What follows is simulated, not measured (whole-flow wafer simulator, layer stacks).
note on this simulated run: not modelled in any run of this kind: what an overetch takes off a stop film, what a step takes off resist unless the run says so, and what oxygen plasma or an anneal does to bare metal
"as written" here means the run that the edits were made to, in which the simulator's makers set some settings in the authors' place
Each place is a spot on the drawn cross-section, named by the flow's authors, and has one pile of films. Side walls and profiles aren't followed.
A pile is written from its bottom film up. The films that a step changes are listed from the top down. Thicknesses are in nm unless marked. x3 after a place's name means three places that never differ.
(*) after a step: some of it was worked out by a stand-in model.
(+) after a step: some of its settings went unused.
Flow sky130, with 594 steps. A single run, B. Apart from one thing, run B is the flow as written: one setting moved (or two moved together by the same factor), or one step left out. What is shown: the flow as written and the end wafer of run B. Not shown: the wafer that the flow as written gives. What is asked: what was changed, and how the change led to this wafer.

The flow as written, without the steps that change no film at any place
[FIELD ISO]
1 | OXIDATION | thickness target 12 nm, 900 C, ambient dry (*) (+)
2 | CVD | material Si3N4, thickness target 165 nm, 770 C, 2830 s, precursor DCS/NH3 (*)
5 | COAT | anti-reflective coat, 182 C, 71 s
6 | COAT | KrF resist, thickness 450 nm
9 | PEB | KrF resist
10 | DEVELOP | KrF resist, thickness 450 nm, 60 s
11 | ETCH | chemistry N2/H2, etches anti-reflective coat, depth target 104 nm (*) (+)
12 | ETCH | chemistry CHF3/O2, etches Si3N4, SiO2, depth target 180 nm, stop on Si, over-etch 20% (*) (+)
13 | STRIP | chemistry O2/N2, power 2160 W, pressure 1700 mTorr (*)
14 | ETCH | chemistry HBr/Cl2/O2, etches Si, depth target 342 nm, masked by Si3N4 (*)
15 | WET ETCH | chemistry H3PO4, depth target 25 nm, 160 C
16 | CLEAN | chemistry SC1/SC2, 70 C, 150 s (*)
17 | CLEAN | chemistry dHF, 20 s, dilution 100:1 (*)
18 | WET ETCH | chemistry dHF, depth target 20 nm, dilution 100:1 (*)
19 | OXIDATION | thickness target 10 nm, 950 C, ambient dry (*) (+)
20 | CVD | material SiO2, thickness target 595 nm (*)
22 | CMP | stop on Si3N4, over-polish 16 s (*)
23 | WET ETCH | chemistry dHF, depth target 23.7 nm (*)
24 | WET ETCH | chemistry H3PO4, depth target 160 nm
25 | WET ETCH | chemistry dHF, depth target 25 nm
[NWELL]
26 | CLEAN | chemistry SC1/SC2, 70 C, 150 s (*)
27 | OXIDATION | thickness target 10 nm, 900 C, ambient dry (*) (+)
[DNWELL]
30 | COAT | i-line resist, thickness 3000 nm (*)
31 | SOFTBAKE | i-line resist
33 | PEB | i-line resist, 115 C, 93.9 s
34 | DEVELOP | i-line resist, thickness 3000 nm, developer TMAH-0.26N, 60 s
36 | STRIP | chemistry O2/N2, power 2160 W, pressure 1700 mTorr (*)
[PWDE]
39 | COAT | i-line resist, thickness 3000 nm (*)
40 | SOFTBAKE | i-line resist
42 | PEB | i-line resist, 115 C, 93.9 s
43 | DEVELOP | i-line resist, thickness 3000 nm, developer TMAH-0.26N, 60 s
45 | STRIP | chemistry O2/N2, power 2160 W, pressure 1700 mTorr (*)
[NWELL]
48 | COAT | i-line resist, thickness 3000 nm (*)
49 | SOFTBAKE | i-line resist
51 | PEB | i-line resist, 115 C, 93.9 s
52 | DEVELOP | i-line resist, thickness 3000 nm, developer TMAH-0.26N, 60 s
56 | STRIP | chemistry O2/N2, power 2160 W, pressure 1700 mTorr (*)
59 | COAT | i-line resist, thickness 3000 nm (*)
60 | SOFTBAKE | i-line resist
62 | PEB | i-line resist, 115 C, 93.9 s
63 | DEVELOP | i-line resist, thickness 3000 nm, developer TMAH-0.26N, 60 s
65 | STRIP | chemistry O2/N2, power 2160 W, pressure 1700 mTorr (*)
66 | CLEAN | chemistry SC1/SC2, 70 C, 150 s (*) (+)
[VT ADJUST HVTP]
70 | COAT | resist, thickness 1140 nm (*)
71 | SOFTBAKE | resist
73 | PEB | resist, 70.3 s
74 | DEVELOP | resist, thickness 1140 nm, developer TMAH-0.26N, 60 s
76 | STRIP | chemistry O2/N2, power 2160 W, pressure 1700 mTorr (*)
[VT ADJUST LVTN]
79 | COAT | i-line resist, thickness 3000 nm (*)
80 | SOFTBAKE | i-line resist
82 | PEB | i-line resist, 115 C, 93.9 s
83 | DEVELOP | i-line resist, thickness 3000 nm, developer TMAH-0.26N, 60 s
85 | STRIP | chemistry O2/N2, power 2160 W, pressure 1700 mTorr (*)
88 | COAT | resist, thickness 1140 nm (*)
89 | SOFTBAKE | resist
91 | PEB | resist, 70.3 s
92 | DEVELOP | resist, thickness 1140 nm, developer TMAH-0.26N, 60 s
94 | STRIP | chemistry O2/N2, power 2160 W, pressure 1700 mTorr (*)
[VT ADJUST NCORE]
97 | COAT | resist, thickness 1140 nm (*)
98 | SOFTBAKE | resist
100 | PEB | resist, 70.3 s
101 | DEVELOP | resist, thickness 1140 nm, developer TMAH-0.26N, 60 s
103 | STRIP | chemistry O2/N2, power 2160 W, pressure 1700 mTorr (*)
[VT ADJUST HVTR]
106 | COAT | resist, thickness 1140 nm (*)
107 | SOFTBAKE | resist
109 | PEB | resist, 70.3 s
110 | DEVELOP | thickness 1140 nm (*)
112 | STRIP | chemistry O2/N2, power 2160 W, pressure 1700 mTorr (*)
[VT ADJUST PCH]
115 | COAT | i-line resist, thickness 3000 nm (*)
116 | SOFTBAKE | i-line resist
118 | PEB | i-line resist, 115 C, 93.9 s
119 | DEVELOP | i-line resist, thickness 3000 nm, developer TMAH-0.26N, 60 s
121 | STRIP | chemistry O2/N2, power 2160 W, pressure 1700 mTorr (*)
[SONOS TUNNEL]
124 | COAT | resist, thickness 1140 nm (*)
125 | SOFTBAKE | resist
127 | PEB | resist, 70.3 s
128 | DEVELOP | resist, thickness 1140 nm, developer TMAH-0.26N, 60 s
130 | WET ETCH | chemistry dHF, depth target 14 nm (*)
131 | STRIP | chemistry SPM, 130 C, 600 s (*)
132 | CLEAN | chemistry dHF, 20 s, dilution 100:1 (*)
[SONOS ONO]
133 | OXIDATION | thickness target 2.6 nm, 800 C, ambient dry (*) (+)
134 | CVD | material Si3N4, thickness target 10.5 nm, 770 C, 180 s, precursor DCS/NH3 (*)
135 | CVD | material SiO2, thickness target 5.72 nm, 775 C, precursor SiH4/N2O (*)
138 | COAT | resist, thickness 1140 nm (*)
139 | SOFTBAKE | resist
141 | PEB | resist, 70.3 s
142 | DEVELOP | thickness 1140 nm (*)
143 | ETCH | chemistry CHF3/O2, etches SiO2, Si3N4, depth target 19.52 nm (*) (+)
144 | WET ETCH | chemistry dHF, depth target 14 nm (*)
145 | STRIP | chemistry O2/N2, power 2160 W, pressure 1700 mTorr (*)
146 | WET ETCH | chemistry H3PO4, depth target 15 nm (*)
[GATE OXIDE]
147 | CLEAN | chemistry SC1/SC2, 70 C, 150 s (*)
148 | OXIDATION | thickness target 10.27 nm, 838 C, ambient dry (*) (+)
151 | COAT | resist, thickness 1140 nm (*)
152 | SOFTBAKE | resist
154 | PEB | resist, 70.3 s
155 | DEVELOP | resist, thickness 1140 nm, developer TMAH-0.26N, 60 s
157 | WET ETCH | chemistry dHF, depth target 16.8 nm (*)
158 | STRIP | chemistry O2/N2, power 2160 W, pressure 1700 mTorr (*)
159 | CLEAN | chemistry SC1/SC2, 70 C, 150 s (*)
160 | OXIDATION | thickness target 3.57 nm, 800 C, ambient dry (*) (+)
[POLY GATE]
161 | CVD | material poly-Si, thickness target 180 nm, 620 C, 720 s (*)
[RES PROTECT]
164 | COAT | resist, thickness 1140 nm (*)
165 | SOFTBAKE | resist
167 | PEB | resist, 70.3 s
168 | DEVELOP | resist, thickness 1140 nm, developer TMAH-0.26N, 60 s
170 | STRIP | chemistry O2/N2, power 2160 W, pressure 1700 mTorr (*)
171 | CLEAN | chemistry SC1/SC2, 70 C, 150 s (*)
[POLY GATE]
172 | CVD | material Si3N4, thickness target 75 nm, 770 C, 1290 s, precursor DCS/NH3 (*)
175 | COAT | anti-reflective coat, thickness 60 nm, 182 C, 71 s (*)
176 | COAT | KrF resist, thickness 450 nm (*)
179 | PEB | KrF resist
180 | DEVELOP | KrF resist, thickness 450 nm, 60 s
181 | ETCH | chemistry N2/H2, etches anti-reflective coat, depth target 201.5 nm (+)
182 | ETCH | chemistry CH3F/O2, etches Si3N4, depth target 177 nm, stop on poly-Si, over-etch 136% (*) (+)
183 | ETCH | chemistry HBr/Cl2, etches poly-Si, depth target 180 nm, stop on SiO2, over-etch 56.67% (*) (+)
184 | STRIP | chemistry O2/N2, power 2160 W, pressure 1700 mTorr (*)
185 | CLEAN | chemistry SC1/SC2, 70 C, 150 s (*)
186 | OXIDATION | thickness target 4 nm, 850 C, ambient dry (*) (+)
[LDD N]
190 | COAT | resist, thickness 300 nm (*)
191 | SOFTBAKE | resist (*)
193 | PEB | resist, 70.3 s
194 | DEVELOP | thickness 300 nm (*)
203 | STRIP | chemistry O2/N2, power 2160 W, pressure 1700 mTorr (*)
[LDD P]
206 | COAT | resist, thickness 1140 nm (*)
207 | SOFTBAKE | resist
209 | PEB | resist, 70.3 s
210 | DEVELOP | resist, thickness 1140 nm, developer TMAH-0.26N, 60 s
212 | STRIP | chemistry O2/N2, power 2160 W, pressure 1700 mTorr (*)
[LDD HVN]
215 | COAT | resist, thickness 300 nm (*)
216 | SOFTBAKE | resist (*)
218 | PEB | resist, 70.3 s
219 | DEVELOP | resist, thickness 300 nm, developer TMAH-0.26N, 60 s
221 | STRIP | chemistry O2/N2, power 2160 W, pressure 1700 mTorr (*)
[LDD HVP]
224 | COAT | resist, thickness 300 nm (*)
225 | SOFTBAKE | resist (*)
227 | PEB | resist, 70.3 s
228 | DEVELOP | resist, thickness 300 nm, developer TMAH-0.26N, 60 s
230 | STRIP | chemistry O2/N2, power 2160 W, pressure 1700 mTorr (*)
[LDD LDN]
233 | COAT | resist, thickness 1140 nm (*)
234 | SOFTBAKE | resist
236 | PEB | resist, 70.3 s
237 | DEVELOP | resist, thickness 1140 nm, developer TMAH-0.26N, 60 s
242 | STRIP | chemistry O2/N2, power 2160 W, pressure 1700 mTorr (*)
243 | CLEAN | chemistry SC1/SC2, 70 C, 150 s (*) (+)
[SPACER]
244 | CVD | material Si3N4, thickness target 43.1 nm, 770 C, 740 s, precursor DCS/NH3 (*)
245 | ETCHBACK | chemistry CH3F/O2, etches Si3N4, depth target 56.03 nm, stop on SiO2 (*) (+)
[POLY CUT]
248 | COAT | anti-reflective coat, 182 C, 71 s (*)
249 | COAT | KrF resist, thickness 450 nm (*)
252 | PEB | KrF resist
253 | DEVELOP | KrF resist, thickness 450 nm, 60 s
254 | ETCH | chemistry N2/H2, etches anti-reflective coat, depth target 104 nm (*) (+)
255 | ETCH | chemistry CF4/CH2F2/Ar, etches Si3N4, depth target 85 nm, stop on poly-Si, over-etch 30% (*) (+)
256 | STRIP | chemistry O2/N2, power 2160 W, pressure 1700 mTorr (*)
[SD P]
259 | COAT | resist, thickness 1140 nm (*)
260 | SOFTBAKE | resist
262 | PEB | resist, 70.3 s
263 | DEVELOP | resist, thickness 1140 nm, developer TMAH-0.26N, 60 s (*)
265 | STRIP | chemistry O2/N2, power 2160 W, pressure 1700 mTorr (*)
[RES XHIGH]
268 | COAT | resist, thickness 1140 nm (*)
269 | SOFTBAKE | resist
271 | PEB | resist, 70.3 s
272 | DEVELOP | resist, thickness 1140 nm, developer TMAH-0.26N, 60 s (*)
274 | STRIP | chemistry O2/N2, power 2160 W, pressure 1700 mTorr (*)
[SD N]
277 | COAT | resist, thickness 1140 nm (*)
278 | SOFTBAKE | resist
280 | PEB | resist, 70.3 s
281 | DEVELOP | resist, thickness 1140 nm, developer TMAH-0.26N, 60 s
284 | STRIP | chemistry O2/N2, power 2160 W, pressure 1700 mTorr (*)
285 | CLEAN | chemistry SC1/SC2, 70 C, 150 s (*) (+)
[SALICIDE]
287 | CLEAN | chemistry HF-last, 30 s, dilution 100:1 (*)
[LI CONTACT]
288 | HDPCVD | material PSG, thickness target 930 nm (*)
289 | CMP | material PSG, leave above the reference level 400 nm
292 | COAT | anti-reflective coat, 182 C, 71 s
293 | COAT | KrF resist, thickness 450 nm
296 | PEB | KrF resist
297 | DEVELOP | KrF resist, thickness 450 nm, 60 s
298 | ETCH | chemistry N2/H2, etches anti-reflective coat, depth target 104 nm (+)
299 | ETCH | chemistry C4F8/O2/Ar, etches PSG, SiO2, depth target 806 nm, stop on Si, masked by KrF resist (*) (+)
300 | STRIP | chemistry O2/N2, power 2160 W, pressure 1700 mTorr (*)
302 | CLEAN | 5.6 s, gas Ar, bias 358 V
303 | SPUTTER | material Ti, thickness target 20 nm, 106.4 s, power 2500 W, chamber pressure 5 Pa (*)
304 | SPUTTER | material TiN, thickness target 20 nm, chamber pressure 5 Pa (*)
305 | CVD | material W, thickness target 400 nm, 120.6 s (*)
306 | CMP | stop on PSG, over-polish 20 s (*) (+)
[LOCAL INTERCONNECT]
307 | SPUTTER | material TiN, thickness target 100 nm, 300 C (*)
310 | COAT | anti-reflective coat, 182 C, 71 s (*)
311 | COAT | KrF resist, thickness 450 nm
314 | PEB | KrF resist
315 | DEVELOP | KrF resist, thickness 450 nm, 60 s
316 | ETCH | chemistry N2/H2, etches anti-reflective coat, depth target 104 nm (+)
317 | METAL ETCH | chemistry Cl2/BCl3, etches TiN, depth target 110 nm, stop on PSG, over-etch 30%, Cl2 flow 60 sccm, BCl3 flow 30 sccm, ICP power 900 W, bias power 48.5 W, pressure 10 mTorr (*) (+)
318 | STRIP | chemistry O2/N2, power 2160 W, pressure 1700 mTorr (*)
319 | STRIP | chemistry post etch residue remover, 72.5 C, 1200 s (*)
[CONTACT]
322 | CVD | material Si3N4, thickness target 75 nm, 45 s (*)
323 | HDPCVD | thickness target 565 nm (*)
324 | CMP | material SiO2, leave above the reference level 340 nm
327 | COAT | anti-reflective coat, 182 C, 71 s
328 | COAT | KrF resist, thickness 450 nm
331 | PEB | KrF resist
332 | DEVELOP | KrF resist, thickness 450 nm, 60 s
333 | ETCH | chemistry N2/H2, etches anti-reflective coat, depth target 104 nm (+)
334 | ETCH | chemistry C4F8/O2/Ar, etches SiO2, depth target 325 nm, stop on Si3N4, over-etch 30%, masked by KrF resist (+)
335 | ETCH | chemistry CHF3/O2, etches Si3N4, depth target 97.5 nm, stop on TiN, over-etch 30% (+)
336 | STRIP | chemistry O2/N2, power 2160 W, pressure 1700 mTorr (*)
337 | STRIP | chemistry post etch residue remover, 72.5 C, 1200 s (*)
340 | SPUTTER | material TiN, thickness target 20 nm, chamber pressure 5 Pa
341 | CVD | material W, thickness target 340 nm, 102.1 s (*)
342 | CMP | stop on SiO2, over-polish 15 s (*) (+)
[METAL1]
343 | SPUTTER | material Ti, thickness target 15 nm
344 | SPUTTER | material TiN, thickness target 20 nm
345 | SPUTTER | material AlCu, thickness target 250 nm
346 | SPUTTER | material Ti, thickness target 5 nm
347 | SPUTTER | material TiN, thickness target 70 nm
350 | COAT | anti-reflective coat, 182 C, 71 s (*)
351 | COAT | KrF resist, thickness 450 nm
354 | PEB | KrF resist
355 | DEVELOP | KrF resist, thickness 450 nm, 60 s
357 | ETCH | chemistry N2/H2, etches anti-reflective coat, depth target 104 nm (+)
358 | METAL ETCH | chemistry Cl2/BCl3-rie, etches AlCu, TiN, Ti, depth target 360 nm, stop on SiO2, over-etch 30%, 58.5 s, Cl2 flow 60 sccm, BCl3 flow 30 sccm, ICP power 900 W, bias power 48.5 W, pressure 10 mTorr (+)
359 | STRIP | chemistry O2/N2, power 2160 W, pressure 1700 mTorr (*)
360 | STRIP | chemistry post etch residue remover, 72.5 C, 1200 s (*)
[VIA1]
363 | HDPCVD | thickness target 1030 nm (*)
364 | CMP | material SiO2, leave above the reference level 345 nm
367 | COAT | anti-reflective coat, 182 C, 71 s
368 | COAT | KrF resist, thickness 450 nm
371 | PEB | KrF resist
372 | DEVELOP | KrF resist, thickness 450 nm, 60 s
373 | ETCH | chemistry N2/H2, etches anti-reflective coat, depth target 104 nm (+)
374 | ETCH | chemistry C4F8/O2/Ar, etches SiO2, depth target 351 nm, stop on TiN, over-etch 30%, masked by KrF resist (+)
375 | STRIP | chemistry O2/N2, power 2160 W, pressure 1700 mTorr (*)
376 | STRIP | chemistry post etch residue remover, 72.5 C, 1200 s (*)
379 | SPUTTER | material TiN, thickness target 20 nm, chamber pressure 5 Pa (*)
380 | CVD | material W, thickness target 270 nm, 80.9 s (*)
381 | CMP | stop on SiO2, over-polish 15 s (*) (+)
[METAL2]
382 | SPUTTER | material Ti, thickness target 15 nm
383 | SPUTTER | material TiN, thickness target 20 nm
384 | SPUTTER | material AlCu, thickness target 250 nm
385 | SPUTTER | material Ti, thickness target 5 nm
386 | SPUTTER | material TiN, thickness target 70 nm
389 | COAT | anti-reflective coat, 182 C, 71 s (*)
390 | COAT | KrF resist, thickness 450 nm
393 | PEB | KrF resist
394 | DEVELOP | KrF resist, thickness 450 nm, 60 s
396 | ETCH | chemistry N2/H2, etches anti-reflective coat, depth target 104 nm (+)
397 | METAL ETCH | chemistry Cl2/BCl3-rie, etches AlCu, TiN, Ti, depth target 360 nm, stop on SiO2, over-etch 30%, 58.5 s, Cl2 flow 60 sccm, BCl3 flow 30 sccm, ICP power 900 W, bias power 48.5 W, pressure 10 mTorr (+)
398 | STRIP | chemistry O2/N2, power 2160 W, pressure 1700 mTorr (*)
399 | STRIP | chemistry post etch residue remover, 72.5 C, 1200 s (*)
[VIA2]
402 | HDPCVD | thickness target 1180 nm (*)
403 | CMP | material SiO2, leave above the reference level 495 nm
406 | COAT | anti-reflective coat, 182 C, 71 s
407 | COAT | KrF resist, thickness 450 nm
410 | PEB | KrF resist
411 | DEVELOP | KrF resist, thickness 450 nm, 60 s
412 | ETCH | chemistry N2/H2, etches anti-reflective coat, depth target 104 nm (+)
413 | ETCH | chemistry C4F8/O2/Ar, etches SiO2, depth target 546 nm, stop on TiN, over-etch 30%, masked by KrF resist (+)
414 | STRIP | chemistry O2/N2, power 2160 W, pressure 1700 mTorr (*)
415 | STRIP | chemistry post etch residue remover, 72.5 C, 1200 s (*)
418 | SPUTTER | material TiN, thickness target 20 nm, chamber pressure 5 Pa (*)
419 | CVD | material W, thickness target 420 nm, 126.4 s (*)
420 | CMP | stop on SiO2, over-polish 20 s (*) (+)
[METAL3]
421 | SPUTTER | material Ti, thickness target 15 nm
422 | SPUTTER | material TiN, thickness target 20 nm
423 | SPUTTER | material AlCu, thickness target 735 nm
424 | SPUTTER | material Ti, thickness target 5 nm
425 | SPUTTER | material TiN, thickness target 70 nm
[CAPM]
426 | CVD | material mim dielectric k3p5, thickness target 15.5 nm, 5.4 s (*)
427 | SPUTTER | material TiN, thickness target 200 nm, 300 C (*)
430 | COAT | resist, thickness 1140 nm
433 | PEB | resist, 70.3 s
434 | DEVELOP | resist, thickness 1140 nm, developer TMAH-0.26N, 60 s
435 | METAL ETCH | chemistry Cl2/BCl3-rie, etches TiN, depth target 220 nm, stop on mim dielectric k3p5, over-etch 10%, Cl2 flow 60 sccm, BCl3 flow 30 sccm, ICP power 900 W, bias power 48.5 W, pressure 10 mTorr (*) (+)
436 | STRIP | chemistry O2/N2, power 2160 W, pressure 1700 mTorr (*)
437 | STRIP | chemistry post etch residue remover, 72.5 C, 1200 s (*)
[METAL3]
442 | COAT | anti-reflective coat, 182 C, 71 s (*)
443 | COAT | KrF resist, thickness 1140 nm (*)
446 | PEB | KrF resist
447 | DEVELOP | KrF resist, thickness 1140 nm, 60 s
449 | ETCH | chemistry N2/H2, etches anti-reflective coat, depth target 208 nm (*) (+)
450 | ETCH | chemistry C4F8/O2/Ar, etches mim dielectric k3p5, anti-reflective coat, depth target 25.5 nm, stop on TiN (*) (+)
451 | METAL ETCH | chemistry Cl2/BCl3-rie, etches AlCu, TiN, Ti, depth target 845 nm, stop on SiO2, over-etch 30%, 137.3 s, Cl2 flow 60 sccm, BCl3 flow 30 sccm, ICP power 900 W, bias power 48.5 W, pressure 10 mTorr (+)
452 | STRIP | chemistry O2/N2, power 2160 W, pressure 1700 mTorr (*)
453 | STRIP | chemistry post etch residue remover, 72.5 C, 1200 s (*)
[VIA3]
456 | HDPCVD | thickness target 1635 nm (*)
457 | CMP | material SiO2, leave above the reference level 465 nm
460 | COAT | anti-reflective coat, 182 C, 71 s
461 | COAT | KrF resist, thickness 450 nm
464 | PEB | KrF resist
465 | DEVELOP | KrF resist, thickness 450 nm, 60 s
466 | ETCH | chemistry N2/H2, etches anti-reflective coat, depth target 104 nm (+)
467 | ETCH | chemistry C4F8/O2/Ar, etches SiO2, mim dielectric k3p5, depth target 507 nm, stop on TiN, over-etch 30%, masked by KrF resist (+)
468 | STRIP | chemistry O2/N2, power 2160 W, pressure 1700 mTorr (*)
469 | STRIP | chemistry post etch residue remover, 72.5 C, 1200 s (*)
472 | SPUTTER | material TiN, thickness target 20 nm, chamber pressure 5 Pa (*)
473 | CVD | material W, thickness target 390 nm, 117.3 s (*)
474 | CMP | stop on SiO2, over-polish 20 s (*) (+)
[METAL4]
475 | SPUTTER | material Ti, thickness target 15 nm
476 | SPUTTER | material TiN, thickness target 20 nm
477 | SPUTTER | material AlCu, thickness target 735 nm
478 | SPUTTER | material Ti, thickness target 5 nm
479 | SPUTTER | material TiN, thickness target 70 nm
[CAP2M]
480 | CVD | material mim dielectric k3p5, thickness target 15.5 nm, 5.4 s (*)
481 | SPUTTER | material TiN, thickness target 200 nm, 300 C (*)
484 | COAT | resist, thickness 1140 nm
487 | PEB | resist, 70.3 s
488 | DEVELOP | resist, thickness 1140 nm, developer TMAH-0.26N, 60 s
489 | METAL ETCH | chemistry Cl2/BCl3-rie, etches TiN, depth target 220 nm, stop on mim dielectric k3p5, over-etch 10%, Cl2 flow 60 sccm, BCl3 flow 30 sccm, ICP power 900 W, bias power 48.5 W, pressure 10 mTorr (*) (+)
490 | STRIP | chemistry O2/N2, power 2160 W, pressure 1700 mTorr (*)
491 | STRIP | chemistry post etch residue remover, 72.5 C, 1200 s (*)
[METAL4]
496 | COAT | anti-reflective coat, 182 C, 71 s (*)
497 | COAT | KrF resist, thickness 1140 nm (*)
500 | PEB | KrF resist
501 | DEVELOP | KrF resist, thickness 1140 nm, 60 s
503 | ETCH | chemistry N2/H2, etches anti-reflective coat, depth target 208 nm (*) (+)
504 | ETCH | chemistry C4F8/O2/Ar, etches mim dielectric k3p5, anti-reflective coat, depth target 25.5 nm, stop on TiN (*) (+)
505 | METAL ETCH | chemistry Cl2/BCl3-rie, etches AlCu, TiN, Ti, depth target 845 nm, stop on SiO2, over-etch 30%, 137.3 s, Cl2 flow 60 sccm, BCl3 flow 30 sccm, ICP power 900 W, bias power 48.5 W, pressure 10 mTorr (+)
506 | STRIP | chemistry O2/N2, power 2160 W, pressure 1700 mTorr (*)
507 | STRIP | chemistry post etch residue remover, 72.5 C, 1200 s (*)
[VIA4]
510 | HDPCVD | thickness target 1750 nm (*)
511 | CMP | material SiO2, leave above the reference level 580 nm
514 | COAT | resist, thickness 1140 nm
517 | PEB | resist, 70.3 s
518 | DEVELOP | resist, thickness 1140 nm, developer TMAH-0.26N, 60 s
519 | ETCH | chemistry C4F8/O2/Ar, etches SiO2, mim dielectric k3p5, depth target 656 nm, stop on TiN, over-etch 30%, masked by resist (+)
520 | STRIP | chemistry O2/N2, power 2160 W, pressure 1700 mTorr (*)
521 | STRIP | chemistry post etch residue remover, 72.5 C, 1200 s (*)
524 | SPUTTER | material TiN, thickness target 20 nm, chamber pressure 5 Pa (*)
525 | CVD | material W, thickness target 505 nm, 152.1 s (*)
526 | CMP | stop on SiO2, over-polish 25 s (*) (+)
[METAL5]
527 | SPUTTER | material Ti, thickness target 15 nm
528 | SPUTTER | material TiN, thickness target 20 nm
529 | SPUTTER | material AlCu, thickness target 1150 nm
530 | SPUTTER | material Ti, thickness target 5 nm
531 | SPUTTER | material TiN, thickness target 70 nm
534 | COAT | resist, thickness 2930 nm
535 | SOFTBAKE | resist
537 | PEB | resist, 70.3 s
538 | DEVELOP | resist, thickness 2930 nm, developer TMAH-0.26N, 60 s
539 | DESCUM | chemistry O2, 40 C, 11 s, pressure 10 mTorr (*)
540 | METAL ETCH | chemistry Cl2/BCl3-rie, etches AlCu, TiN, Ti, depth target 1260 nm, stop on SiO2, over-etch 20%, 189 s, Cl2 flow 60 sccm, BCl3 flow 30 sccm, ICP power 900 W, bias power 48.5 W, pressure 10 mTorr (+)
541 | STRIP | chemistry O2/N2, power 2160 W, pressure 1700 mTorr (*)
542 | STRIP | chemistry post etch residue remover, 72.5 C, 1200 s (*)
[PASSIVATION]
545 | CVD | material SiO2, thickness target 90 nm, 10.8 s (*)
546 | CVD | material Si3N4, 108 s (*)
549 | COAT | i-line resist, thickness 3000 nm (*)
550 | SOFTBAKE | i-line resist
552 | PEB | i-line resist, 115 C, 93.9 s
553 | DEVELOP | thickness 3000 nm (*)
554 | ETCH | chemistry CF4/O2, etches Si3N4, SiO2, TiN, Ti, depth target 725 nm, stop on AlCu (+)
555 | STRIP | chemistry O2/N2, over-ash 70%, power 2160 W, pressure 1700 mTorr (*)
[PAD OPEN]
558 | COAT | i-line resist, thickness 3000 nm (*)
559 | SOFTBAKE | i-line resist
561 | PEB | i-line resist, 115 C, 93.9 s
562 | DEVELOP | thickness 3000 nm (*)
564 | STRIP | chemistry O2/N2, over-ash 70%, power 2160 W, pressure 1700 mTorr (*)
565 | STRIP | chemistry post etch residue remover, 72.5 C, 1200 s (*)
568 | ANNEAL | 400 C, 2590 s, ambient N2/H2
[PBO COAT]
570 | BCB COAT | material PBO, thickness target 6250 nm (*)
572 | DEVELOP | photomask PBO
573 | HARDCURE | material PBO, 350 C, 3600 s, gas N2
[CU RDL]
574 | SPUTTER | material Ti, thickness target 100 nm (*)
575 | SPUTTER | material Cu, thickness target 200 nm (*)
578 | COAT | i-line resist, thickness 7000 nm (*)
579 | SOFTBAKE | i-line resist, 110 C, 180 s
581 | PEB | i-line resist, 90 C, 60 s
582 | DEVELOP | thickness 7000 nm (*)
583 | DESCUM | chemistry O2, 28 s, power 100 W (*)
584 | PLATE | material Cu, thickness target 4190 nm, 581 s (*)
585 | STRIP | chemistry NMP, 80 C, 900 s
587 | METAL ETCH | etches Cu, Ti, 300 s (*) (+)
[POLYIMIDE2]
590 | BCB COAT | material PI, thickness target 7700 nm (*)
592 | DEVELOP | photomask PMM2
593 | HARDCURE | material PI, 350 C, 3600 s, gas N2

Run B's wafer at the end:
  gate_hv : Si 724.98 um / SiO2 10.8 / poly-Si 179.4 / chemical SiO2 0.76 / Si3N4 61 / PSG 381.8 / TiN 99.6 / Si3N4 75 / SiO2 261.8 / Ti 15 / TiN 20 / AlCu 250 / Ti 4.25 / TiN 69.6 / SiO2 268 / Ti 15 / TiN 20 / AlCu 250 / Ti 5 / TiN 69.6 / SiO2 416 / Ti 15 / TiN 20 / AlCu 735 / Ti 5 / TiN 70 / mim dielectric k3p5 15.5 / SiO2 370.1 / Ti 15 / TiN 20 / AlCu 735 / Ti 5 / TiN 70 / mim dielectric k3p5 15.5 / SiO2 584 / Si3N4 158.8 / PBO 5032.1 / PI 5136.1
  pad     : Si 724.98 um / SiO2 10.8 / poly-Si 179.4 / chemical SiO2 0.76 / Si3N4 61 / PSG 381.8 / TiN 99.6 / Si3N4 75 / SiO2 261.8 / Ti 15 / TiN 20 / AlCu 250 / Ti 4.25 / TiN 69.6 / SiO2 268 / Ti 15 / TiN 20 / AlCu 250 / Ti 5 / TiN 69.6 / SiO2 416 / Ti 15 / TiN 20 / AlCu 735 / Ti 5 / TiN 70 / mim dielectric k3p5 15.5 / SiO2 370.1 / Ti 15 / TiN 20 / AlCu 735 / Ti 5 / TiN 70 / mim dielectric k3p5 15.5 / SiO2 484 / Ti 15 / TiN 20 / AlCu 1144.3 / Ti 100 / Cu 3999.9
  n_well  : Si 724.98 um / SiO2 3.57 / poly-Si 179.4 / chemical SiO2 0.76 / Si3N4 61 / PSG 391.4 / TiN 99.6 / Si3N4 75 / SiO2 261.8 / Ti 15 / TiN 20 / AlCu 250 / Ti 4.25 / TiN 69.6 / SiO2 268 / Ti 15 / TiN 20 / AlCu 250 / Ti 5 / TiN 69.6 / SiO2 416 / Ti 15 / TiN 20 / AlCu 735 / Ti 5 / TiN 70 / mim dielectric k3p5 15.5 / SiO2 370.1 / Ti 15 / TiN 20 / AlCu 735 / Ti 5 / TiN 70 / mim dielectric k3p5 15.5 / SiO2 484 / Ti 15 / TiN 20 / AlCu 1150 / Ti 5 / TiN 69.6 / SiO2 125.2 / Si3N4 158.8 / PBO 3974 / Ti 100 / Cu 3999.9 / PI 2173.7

What caused this: step 346, SPUTTER: thickness target 4.25 nm was run, though the flow has thickness target 5 nm.
One can read it off the wafer: gate_hv has Ti 4.25, and step 346 as written asks for 5 nm.

Step by step, how the change led to this:
  346 | SPUTTER | material Ti, thickness target 5 nm
      field, active, n_well and 188 more: Ti gains 4.25 (new film) (as written it would have been: Ti gains 5 (new film))
  358 | METAL ETCH | chemistry Cl2/BCl3-rie, etches AlCu, TiN, Ti, depth target 360 nm, stop on SiO2, over-etch 30%, 58.5 s, Cl2 flow 60 sccm, BCl3 flow 30 sccm, ICP power 900 W, bias power 48.5 W, pressure 10 mTorr (+)
      field, active, gate and 81 more: TiN loses 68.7 (all of it), Ti loses 4.25 (all of it), AlCu loses 250 (all of it), TiN loses 20 (all of it), Ti loses 15 (all of it), SiO2 loses 11 (as written it would have been: TiN loses 68.7 (all of it), Ti loses 5 (all of it), AlCu loses 250 (all of it), TiN loses 20 (all of it), Ti loses 15 (all of it), SiO2 loses 10.9)
